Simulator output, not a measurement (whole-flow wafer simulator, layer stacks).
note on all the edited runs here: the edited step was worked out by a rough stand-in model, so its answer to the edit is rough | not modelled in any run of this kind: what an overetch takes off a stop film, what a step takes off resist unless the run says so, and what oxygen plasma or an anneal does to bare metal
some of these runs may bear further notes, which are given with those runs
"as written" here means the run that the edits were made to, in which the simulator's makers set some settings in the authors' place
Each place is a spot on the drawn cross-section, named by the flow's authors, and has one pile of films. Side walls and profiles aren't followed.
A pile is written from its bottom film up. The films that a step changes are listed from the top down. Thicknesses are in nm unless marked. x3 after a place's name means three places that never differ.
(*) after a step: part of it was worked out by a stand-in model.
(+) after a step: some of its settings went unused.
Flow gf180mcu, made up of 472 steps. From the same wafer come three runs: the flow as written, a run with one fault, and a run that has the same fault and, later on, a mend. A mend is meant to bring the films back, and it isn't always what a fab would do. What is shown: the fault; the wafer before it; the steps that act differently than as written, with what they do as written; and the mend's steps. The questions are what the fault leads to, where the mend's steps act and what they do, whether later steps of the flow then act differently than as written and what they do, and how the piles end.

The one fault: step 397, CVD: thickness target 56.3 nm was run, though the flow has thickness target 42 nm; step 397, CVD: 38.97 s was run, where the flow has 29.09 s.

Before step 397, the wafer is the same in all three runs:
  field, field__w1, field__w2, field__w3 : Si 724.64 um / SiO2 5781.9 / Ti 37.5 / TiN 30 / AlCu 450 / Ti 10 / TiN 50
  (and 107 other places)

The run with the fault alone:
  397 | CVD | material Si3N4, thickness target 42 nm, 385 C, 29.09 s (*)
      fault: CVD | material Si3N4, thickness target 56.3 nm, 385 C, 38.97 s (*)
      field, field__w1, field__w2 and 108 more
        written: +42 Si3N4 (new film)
        fault: +56.2 Si3N4 (new film)
  Steps later in the flow that act otherwise than as written (4 other steps are not shown; they differ only slightly, by no more than 2% or 0.5 nm, whichever is larger):
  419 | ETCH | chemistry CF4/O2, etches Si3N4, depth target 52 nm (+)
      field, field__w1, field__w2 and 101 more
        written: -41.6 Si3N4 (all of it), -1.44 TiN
        fault: -52 Si3N4
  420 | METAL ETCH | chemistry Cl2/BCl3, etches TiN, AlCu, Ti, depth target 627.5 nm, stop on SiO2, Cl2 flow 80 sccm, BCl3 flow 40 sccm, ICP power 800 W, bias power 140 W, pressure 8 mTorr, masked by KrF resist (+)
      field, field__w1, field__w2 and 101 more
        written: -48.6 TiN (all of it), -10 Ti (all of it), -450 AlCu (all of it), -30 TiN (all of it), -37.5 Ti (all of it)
        fault: -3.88 Si3N4 (all of it), -50 TiN (all of it), -10 Ti (all of it), -450 AlCu (all of it), -30 TiN (all of it), -37.5 Ti (all of it)
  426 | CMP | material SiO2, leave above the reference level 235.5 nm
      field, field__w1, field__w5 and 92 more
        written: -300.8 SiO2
        fault: -286.6 SiO2
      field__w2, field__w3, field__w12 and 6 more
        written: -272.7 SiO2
        fault: -257.8 SiO2
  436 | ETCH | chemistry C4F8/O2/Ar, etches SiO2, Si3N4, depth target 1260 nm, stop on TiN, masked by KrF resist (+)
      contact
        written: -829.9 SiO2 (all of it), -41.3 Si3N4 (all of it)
        fault: -829.9 SiO2 (all of it), -55.5 Si3N4 (all of it)
  By the end, the piles at field__w4, field__w8, m1, m1__w1, mim, mim_1p0, m1_nw depart from the flow's by more than 2% or 0.5 nm, whichever is larger.
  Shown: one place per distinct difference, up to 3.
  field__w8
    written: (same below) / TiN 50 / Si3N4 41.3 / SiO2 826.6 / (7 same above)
    fault: (same below) / TiN 50 / Si3N4 55.5 / SiO2 826.6 / (7 same above)
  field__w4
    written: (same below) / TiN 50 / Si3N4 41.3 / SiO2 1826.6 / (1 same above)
    fault: (same below) / TiN 50 / Si3N4 55.5 / SiO2 1826.6 / (1 same above)
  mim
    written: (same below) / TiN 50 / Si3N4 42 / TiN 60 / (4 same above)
    fault: (same below) / TiN 50 / Si3N4 56.2 / TiN 60 / (4 same above)

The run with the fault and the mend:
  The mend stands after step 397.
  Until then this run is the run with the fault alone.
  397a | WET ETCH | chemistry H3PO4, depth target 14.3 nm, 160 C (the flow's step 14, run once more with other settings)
      field, field__w1, field__w2 and 108 more
        -14.3 Si3N4
  Later steps of the flow that are run all act as written at every place that is followed, up to a difference of at most 2% or 0.5 nm, whichever is larger.
  At the end the piles are close to the flow's at the places that both follow, differing by at most 2% or 0.5 nm, whichever is larger.
